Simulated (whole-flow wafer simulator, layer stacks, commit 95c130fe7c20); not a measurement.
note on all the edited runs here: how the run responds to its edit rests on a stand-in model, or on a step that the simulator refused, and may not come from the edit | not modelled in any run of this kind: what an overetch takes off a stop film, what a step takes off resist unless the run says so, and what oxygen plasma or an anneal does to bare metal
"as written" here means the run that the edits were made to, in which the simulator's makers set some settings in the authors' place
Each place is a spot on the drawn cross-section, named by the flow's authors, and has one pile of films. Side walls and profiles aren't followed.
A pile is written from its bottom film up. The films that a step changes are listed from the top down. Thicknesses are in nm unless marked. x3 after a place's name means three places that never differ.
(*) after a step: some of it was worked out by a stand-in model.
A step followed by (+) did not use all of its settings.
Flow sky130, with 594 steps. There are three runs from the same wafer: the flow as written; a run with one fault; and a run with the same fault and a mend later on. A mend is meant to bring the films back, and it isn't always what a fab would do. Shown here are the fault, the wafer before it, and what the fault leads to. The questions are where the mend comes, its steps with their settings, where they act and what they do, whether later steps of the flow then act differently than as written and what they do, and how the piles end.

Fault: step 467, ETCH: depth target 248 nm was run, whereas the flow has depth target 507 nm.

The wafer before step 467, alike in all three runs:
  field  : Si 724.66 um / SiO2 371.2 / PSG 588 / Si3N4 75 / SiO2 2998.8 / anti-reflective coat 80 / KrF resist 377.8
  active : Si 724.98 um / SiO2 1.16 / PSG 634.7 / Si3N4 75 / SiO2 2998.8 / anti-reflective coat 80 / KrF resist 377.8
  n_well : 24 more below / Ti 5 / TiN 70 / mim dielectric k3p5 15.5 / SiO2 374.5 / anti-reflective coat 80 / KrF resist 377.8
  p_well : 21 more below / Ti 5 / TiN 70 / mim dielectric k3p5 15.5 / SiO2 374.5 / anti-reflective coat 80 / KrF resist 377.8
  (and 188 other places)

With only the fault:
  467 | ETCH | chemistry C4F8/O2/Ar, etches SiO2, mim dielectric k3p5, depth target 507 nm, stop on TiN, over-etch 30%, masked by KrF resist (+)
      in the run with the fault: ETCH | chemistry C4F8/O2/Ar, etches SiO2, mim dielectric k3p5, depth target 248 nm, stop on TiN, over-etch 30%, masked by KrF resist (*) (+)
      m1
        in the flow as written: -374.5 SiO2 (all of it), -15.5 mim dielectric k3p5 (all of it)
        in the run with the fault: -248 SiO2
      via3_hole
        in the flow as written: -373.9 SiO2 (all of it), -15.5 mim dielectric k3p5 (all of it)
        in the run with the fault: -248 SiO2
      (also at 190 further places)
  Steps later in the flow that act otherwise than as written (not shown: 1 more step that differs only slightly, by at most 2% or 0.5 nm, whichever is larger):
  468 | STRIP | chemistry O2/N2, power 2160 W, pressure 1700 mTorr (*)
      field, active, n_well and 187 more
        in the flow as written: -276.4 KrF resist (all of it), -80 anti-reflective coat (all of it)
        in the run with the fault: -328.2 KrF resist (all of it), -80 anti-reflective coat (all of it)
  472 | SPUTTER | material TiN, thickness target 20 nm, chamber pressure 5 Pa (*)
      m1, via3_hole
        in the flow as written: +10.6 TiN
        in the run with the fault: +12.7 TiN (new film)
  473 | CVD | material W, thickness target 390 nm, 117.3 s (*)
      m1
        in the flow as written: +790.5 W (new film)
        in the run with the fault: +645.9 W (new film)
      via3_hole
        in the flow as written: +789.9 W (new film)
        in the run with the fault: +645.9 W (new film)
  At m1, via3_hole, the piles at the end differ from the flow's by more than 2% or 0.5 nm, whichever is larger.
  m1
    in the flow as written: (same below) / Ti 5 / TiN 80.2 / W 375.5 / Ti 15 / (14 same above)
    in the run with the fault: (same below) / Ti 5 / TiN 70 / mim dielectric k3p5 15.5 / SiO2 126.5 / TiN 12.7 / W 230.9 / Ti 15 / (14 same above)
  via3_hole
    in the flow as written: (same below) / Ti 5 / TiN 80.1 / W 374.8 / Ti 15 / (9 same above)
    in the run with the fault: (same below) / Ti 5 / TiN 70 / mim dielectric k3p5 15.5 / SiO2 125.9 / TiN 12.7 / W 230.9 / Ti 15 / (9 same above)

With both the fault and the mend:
  The mend stands after step 467.
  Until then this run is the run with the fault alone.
  467a | ETCH | chemistry C4F8/O2/Ar, etches SiO2, mim dielectric k3p5, depth target 259 nm, stop on TiN, over-etch 30%, masked by KrF resist (+) (the flow's step 467 again, with other settings)
      field, active, n_well and 187 more
        -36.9 KrF resist
      m1
        -126.5 SiO2 (all of it), -15.5 mim dielectric k3p5 (all of it)
      via3_hole
        -125.9 SiO2 (all of it), -15.5 mim dielectric k3p5 (all of it)
  Steps later in the flow that act otherwise than as written:
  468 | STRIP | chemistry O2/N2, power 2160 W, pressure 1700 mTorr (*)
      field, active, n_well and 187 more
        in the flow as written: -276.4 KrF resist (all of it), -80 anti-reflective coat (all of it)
        in the run with the mend: -291.3 KrF resist (all of it), -80 anti-reflective coat (all of it)
  At every place that both follow, the piles at the end match the flow's.
